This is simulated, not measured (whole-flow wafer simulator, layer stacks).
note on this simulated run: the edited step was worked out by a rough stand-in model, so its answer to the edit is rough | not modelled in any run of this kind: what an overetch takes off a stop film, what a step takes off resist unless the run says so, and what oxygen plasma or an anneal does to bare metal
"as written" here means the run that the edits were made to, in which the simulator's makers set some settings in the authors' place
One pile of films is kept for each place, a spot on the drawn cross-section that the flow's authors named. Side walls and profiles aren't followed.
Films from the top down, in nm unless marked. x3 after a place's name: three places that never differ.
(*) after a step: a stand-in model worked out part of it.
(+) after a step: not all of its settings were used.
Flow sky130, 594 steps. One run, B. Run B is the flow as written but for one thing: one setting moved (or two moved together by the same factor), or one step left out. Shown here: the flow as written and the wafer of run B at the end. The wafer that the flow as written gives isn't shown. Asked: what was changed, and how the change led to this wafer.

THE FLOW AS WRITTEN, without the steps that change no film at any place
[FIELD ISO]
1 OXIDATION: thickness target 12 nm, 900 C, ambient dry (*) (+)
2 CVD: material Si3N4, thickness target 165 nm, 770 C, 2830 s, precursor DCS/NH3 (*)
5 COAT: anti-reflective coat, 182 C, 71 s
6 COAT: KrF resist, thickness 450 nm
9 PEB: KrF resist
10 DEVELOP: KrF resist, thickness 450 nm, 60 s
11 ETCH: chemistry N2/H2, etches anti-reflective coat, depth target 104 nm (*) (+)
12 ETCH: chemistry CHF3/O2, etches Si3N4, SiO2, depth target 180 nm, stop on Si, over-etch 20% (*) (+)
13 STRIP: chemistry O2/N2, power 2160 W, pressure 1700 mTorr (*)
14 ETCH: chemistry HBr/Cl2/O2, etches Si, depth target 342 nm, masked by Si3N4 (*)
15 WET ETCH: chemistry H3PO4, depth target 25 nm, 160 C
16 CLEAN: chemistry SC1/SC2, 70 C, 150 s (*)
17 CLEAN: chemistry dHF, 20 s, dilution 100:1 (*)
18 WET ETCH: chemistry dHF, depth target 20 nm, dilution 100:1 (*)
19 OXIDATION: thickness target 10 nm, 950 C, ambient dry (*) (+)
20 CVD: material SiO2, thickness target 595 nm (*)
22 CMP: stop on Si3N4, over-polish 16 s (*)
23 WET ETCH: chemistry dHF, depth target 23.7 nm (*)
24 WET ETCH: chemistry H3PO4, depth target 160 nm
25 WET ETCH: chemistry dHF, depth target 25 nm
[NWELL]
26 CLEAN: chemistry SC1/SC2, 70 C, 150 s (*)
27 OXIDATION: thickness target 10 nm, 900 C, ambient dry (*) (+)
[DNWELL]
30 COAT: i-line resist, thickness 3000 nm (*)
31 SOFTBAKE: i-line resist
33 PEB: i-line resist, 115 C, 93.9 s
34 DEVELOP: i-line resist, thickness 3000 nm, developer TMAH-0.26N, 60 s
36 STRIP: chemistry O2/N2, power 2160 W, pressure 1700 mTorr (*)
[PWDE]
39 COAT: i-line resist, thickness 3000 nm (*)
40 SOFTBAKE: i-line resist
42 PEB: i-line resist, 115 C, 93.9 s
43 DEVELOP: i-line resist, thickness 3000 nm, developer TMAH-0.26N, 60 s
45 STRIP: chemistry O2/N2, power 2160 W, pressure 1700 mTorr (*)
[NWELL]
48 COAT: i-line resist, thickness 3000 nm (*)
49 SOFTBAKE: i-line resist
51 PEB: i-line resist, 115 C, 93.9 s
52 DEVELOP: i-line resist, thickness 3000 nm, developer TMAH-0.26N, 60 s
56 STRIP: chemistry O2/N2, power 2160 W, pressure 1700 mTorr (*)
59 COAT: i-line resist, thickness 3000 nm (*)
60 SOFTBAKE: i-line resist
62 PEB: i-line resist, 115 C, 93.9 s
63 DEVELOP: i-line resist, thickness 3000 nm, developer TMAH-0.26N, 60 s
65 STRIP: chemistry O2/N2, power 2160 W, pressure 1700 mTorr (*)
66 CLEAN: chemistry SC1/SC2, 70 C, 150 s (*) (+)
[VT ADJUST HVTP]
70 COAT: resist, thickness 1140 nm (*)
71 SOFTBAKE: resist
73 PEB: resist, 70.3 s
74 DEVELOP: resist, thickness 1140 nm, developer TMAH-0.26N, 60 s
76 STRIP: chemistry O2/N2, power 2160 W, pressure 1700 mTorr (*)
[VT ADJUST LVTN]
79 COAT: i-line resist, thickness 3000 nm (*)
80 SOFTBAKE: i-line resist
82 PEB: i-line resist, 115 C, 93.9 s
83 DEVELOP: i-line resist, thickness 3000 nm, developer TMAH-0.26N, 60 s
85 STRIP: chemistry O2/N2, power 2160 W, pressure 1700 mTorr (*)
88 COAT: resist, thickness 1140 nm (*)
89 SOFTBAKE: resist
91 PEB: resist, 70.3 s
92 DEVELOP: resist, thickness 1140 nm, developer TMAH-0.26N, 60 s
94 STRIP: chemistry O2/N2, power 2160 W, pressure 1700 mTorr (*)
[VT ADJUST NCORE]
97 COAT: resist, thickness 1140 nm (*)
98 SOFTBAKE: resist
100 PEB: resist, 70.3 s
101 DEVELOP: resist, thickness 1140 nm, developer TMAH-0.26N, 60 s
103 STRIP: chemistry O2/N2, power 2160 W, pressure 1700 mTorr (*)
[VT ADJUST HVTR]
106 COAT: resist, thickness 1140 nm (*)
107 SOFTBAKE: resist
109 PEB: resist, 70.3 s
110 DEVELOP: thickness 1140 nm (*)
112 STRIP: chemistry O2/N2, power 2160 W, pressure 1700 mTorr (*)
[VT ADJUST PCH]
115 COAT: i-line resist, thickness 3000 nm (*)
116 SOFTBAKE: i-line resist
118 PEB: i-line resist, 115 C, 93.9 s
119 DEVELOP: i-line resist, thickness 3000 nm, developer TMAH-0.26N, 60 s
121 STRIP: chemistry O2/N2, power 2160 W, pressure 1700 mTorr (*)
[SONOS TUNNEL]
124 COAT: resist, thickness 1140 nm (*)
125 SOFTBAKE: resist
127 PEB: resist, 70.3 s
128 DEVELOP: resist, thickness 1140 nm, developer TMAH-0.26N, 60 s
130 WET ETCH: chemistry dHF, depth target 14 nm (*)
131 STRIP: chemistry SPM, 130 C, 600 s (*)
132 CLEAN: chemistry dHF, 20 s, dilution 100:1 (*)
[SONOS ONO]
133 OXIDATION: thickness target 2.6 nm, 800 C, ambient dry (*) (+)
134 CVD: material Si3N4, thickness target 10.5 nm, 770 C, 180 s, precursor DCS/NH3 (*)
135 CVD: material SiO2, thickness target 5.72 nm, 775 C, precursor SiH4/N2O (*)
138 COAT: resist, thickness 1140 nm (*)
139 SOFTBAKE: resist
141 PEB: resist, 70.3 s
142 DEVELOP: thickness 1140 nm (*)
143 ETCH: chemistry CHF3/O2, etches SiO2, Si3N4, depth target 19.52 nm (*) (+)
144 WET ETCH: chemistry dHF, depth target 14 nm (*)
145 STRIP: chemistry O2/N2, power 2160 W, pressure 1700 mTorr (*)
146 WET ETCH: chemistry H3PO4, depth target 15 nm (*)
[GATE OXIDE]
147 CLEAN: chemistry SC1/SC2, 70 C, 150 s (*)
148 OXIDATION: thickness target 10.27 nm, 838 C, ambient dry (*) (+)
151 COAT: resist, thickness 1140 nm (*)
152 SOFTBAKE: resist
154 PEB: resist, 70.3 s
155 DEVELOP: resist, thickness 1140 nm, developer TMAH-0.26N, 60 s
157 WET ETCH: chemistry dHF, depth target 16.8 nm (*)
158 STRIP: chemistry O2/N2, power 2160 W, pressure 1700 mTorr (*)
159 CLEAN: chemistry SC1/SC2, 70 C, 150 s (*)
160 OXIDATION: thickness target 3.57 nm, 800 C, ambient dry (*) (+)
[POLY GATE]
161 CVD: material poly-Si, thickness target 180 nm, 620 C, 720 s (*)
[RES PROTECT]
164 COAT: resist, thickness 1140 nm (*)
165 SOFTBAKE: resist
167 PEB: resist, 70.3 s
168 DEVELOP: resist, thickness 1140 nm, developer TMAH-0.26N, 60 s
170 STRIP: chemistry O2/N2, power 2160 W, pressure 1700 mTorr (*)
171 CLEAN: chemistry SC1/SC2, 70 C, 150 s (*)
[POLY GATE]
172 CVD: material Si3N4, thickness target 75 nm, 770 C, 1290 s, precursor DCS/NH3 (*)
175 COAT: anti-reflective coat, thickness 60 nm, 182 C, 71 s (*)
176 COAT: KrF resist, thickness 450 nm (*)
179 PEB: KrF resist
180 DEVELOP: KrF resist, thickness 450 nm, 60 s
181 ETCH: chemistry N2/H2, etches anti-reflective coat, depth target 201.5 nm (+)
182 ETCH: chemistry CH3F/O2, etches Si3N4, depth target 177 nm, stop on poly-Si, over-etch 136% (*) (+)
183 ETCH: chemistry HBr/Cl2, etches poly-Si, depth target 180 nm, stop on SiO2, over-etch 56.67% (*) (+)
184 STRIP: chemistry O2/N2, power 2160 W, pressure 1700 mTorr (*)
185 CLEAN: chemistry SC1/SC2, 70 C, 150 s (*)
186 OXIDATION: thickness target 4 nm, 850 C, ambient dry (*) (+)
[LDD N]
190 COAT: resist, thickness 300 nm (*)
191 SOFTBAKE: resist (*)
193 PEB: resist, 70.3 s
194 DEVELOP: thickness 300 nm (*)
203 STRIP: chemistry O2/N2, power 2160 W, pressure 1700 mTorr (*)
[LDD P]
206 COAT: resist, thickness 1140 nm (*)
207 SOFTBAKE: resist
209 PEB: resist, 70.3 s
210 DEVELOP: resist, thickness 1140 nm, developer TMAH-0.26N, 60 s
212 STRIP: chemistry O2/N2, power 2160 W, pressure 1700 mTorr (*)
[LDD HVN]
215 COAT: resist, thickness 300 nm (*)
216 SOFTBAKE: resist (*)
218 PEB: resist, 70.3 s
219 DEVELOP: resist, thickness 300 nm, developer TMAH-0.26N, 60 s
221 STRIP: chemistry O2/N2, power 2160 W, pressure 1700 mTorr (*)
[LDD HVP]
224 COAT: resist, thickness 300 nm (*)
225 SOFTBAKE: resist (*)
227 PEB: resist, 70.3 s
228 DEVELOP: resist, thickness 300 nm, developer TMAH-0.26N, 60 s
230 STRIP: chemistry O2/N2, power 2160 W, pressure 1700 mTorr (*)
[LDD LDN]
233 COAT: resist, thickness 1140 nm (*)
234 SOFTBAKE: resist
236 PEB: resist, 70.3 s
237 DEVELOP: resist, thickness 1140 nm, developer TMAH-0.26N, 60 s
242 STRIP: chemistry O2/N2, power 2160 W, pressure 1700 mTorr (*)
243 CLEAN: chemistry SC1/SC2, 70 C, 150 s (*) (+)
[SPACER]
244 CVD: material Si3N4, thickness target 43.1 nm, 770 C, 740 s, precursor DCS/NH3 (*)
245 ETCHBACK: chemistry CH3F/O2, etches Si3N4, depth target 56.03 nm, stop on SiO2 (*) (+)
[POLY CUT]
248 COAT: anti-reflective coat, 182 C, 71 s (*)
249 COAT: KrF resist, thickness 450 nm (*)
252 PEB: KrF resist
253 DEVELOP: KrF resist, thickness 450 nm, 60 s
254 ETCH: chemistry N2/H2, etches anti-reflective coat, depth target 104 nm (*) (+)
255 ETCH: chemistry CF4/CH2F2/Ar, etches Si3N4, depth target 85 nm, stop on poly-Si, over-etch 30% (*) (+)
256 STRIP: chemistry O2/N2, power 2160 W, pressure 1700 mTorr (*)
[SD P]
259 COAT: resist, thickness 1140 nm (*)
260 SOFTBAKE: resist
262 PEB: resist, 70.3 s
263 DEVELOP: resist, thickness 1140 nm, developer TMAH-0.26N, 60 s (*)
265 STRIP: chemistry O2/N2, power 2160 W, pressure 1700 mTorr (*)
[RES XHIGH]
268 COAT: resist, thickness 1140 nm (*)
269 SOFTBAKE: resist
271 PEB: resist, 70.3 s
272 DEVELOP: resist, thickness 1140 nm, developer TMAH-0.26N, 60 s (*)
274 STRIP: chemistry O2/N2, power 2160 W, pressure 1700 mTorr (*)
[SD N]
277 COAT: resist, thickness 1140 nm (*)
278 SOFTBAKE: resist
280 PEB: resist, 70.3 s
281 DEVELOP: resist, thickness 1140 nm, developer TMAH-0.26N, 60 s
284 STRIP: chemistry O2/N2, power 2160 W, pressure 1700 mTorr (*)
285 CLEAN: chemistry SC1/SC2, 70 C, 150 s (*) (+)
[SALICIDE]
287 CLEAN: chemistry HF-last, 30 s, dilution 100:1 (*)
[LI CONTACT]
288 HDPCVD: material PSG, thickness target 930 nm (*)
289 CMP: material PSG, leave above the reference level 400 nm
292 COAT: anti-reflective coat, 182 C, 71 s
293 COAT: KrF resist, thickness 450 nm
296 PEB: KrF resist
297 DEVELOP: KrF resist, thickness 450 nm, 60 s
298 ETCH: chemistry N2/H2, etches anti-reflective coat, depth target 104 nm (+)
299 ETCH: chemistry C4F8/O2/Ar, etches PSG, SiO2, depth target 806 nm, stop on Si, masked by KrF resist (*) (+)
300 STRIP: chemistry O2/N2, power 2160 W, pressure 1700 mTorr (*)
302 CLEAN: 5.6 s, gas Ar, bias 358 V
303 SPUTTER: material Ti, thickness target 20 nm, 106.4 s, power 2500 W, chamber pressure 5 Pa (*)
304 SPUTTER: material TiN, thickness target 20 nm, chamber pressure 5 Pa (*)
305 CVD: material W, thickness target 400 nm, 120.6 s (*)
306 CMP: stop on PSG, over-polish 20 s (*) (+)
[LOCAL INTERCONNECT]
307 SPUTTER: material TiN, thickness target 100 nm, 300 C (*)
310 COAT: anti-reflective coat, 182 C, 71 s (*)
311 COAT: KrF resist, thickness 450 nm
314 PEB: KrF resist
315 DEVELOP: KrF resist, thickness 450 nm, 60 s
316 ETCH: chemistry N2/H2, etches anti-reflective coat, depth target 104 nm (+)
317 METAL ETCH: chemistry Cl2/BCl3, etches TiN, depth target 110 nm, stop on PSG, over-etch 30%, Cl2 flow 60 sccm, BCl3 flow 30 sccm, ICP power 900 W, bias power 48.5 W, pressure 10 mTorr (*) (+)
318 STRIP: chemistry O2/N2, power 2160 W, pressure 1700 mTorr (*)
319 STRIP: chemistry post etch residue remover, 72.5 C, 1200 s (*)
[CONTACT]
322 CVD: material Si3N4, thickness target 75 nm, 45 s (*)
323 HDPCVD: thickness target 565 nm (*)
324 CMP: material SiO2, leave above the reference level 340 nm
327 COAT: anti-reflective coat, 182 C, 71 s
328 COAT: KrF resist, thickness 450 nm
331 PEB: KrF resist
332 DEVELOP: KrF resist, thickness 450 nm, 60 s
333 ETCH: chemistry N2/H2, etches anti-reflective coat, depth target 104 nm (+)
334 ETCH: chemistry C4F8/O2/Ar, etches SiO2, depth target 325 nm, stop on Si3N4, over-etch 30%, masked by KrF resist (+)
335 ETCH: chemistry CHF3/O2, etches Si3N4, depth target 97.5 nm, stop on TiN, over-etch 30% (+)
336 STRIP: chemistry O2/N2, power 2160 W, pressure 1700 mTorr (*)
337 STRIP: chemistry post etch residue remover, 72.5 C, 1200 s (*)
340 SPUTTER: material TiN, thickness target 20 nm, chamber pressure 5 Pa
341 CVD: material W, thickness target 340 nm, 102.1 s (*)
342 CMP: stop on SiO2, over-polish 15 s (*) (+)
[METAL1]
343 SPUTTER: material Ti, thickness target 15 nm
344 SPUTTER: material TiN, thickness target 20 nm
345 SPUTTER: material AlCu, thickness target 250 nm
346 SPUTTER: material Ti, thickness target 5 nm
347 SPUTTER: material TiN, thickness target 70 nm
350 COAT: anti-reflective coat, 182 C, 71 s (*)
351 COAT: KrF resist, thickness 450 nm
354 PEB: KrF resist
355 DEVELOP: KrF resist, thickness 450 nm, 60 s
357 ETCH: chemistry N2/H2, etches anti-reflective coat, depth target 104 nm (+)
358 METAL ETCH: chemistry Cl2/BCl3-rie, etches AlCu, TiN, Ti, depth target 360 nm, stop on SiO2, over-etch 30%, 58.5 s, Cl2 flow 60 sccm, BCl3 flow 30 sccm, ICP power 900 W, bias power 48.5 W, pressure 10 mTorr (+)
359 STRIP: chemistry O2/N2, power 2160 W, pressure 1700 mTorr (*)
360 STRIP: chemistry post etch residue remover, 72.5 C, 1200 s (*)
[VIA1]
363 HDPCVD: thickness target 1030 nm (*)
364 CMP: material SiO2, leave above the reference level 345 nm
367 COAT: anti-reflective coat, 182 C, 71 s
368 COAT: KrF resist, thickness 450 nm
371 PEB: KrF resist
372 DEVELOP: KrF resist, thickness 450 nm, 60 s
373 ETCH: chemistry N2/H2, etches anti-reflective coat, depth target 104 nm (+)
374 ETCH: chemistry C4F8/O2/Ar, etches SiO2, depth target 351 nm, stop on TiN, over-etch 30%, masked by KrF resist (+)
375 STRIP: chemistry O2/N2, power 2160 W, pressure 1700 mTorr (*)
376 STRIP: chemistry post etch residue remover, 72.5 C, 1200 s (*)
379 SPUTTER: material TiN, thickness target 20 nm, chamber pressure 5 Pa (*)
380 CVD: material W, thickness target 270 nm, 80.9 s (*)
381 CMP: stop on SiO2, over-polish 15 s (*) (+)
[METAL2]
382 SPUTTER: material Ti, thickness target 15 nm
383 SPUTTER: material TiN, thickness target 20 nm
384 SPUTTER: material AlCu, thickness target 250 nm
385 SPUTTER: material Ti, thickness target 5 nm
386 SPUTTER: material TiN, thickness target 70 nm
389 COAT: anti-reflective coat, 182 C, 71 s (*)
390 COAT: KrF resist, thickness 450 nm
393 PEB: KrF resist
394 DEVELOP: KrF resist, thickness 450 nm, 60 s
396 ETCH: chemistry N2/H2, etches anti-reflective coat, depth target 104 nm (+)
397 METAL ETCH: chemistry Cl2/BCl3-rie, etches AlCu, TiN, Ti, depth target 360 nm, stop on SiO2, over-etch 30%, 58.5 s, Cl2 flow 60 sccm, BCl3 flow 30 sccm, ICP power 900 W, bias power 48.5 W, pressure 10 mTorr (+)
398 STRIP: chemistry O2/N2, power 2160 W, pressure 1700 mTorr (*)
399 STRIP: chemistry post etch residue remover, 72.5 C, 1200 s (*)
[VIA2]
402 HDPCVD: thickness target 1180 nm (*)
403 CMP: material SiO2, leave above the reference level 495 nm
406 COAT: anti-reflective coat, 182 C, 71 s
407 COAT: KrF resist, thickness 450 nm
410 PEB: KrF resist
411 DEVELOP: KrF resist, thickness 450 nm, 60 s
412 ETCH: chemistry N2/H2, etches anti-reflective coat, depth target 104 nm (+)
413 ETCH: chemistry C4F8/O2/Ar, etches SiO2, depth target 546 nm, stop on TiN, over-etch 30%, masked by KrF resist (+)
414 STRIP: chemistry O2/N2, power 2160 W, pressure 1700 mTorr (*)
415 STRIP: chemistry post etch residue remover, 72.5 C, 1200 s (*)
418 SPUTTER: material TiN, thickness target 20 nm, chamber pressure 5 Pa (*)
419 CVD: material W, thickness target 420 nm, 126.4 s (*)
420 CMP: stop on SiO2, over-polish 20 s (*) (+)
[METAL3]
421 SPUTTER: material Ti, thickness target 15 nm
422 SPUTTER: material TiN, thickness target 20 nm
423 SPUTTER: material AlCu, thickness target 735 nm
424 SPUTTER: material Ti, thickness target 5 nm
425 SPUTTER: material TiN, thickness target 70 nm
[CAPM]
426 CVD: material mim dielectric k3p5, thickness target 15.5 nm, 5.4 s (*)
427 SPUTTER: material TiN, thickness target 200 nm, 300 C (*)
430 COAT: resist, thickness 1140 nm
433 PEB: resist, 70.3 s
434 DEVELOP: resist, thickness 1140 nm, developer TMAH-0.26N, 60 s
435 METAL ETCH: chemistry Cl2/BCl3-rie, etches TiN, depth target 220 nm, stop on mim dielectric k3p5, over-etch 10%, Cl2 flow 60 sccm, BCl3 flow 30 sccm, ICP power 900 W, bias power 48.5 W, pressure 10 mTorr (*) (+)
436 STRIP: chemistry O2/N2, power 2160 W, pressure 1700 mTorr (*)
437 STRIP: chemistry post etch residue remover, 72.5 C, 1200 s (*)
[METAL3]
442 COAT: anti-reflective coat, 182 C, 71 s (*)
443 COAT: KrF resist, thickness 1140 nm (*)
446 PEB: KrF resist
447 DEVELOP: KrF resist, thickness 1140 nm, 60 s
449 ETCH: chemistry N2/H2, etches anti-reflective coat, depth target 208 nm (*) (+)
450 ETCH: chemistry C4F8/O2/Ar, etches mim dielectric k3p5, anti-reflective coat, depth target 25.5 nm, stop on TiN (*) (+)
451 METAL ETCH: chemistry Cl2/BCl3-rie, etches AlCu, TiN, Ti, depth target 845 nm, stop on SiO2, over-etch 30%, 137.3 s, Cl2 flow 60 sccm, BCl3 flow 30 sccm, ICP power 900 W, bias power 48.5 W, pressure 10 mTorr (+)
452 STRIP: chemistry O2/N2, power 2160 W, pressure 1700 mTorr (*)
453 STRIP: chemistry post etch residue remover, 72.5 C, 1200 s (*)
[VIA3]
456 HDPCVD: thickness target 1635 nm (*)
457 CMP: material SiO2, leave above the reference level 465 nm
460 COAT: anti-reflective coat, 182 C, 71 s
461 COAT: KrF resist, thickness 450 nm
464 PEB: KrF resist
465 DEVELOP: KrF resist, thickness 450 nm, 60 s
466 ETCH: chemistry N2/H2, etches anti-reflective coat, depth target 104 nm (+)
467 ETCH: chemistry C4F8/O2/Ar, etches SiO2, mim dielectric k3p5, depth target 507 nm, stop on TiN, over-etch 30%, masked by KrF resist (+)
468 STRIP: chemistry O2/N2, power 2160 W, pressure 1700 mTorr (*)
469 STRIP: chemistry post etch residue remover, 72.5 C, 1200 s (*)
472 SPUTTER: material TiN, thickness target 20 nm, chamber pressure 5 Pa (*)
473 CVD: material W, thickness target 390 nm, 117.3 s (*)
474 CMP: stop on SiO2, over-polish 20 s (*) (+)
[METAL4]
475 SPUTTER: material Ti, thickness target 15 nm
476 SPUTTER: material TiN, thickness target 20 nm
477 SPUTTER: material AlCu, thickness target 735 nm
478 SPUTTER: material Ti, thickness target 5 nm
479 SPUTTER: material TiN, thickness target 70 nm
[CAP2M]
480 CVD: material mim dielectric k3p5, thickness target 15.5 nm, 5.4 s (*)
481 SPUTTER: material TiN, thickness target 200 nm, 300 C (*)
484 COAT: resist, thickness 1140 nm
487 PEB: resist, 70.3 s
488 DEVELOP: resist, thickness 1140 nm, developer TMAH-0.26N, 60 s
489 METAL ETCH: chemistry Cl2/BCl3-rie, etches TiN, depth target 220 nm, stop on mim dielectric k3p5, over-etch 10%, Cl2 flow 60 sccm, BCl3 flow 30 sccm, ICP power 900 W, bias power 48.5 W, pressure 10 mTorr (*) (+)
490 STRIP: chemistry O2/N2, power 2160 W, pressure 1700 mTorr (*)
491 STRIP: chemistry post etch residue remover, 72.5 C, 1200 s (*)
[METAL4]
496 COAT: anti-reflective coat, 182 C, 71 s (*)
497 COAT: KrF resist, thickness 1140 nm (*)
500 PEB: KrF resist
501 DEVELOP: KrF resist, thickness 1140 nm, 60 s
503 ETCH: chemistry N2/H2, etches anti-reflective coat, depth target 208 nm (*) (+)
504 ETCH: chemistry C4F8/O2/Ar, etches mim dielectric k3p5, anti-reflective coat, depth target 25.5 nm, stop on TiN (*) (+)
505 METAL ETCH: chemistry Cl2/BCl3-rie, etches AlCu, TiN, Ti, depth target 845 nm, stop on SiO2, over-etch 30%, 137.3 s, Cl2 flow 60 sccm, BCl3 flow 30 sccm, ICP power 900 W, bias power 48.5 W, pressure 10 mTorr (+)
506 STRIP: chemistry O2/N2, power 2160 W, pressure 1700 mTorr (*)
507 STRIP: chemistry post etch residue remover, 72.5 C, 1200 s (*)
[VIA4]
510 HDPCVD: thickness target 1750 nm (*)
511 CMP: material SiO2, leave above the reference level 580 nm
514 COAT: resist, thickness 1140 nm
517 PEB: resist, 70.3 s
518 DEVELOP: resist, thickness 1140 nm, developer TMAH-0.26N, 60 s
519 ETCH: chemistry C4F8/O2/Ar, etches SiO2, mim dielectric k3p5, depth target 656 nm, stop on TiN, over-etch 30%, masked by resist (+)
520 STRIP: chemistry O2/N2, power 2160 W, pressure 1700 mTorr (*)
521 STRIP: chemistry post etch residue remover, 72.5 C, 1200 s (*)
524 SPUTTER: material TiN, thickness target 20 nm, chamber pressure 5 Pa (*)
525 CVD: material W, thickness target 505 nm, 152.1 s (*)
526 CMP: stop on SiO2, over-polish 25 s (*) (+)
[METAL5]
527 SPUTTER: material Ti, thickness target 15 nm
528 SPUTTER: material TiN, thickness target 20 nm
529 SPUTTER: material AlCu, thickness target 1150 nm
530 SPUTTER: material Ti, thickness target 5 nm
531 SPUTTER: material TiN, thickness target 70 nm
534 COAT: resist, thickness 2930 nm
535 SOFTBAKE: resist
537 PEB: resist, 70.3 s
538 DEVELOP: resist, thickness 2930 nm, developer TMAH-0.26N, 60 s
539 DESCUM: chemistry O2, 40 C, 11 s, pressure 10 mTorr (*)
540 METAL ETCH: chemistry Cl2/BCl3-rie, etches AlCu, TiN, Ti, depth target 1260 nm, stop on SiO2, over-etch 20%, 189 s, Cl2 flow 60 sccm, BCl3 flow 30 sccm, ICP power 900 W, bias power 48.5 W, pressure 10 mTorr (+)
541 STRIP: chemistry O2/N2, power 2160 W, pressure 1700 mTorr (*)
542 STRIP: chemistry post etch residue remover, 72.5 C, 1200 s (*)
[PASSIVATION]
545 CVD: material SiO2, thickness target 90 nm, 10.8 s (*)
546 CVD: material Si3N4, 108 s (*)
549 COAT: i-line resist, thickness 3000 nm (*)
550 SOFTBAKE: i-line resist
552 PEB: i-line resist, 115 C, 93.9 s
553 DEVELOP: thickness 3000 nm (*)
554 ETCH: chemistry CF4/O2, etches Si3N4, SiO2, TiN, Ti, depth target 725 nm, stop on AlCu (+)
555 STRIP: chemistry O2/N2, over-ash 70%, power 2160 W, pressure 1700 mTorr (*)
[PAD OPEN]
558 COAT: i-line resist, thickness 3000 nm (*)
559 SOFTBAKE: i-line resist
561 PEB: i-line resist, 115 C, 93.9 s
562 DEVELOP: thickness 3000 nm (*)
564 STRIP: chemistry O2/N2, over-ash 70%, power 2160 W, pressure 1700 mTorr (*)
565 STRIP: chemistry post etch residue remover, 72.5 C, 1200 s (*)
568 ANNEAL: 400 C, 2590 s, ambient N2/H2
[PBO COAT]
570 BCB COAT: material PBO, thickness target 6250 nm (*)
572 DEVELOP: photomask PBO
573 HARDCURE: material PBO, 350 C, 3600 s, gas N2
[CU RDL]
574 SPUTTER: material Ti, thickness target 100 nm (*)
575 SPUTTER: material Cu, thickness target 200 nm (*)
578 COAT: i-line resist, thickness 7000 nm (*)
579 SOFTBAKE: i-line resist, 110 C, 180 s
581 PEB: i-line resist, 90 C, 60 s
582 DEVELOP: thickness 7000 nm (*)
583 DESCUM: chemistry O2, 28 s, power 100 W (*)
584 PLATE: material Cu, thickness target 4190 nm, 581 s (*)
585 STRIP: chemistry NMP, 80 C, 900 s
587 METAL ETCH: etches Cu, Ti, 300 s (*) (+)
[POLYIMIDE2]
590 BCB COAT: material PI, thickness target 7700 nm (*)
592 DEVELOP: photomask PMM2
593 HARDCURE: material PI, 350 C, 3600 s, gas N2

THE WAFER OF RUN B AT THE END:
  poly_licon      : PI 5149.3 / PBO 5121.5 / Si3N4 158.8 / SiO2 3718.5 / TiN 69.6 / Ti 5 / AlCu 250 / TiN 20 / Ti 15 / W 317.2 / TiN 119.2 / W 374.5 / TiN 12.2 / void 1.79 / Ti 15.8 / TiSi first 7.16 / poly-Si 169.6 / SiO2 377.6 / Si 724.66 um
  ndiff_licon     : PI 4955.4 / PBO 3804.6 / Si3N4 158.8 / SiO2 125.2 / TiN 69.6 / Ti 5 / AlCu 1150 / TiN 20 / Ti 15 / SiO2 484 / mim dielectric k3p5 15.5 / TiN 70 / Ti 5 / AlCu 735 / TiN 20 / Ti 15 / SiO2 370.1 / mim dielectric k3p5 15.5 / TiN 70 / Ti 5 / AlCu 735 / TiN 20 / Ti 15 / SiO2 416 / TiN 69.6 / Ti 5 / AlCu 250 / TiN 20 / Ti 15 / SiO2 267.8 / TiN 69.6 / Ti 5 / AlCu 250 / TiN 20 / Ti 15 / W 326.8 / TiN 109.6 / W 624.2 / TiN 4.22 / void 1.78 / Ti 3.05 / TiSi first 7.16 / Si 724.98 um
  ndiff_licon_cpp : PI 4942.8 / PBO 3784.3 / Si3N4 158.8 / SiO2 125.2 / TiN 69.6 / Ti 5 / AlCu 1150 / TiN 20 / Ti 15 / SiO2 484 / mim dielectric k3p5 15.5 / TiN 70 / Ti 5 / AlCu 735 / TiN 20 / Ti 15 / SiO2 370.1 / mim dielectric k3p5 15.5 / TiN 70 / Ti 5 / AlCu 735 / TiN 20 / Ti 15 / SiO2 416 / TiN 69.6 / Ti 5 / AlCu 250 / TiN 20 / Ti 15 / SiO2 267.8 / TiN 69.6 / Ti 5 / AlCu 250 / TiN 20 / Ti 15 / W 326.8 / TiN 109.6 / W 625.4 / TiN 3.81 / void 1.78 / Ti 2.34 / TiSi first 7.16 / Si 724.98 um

The cause: step 304, SPUTTER: thickness target 12.2 nm was run, where the flow has thickness target 20 nm.
It can be read off the wafer: poly_licon has TiN 12.2, and step 304 as written asks for 20 nm.

How the change led to this, step by step:
  304 SPUTTER: material TiN, thickness target 20 nm, chamber pressure 5 Pa (*)
      field, active, n_well and 185 more: TiN +12.2 (new film) (as written it would be: TiN +20 (new film))
      ndiff_licon: TiN +4.22 (new film) (as written it would be: TiN +6.83 (new film))
      (and at 2 more places)
  306 CMP: stop on PSG, over-polish 20 s (*) (+)
      field, active, n_well and 184 more: W -400 (all of it), TiN -12.2 (all of it), Ti -20 (all of it), PSG -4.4 (as written it would be: W -400 (all of it), TiN -20 (all of it), Ti -20 (all of it), PSG -4.4)
      poly_licon: W -25.5 (as written it would be: W -33.3)
